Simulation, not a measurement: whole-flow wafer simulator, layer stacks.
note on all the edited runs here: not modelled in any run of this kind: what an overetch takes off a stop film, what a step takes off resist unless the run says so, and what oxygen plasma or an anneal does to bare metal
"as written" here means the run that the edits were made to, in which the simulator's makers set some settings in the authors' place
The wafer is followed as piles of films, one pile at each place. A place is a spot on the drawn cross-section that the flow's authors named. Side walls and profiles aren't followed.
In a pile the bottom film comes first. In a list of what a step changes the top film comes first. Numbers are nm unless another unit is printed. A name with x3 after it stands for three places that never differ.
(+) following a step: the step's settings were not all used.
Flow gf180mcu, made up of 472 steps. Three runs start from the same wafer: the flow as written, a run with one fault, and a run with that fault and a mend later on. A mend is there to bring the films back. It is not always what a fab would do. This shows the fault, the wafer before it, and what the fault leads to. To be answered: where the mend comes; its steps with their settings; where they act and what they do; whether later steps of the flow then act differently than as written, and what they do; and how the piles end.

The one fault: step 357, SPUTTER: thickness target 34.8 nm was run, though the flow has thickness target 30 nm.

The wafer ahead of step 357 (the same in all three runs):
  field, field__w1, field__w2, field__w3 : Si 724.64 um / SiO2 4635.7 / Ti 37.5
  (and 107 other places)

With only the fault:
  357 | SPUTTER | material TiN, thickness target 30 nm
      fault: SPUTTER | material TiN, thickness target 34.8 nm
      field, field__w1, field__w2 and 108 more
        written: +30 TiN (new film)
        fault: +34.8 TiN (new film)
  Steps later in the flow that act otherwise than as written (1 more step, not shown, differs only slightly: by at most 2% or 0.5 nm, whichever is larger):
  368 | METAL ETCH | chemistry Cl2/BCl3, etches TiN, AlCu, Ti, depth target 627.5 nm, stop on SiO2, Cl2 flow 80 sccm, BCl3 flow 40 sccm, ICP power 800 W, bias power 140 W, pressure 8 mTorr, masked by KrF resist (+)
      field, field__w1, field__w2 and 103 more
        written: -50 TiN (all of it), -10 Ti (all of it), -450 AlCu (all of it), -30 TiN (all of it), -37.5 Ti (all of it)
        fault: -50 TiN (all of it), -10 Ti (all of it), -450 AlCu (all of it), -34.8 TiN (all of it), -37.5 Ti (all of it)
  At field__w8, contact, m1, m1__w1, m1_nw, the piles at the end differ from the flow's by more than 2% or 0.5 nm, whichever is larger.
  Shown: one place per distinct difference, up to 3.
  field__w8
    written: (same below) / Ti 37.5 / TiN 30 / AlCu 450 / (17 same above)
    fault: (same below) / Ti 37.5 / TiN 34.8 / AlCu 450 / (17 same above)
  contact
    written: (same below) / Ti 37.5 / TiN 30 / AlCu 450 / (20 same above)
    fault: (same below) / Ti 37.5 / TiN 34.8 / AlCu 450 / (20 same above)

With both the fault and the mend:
  After step 357 comes the mend.
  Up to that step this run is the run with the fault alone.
  357a | METAL ETCH | chemistry Cl2/BCl3, etches TiN, AlCu, Ti, depth target 4.8 nm, Cl2 flow 80 sccm, BCl3 flow 40 sccm, ICP power 800 W, bias power 140 W, pressure 8 mTorr (the flow's step 260 again, with other settings)
      field, field__w1, field__w2 and 108 more
        -4.8 TiN
  Later steps of the flow that are run all act as written at every place that is followed.
  The piles end the same as the flow's at every place that both follow.
